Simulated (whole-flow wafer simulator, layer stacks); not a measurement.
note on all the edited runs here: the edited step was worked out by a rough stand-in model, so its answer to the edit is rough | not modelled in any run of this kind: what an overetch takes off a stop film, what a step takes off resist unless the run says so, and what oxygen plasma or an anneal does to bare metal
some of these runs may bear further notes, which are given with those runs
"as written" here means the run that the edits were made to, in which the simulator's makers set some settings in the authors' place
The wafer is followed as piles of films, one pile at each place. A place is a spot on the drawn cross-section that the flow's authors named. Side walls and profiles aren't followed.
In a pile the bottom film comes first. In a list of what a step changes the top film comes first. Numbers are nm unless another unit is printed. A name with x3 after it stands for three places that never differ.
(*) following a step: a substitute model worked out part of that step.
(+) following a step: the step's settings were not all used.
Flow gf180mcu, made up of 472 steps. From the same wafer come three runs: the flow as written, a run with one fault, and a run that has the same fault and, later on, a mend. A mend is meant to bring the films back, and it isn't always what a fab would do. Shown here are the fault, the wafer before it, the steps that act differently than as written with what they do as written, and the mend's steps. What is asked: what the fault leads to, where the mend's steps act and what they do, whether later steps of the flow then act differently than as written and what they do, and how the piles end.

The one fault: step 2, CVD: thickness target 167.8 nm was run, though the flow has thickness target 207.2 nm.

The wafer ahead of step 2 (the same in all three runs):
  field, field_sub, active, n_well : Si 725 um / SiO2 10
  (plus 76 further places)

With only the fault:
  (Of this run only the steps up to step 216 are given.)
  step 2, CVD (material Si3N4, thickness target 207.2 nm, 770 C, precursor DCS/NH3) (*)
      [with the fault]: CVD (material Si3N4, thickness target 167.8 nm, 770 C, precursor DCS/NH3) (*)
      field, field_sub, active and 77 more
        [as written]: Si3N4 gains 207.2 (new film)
        [with the fault]: Si3N4 gains 167.8 (new film)
  Steps later in the flow that act otherwise than as written (32 more steps, not shown, differ only slightly: by at most 2% or 0.5 nm, whichever is larger):
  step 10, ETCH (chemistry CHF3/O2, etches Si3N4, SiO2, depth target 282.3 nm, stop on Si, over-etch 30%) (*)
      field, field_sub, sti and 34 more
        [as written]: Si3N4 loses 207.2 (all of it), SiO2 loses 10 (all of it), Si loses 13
        [with the fault]: Si3N4 loses 167.8 (all of it), SiO2 loses 10 (all of it), Si loses 20.9
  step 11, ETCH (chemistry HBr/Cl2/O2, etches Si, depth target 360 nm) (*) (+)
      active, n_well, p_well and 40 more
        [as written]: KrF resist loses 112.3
        [with the fault]: KrF resist loses 109.7
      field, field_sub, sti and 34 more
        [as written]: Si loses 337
        [with the fault]: Si loses 329.1
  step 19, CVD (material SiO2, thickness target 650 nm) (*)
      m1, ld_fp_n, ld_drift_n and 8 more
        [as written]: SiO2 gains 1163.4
        [with the fault]: SiO2 gains 1124
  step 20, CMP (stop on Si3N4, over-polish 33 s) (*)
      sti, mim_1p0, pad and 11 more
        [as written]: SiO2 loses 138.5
        [with the fault]: SiO2 loses 177.8
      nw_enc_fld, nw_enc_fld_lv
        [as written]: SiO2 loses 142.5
        [with the fault]: SiO2 loses 181.9
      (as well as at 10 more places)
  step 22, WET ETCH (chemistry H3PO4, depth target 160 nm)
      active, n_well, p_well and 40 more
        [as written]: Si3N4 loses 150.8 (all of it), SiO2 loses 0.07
        [with the fault]: Si3N4 loses 111.4 (all of it), SiO2 loses 0.38
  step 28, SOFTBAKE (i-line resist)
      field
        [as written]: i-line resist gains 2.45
        [with the fault]: i-line resist loses 0.38
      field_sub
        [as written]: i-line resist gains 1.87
        [with the fault]: i-line resist loses 0.3
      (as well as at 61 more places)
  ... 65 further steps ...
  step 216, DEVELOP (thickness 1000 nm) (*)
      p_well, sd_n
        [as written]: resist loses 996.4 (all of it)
        [with the fault]: resist loses 957.4 (all of it)
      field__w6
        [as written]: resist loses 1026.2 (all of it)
        [with the fault]: resist loses 1075.2 (all of it)
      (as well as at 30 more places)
  The piles after step 216 differ from the flow's at field, field__w1, field__w2 and 67 more by more than 2% or 0.5 nm, whichever is larger.
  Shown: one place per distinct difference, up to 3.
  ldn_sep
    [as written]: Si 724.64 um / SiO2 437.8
    [with the fault]: Si 724.64 um / SiO2 398.7
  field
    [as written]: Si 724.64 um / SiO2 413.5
    [with the fault]: Si 724.64 um / SiO2 374.4
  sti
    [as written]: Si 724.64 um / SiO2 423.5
    [with the fault]: Si 724.64 um / SiO2 384.4

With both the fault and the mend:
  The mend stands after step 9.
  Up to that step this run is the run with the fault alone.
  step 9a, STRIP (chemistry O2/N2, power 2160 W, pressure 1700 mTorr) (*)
      active, n_well, p_well and 40 more
        KrF resist loses 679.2 (all of it)
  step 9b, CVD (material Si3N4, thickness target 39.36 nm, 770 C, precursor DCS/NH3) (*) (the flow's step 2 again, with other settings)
      field, field_sub, active and 77 more
        Si3N4 gains 39.4
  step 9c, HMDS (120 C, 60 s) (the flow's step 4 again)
      leaves every film unchanged at each place that is followed
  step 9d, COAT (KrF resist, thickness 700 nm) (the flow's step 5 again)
      field, field_sub, active and 77 more
        KrF resist gains 700 (new film)
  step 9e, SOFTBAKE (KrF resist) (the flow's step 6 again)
      leaves every film unchanged at each place that is followed
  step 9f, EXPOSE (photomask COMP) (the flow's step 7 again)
      leaves every film unchanged at each place that is followed
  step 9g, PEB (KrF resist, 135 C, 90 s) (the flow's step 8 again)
      field, field_sub, active and 77 more
        KrF resist loses 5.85
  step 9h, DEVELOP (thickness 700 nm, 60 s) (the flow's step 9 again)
      active, n_well, p_well and 40 more
        KrF resist loses 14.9
      field, field_sub, sti and 34 more
        KrF resist loses 694.2 (all of it)
  None of the later steps of the flow differs from how it acts as written, at any place that is followed, by more than 2% or 0.5 nm, whichever is larger.
  By the end, the piles equal the flow's at every place that both follow.
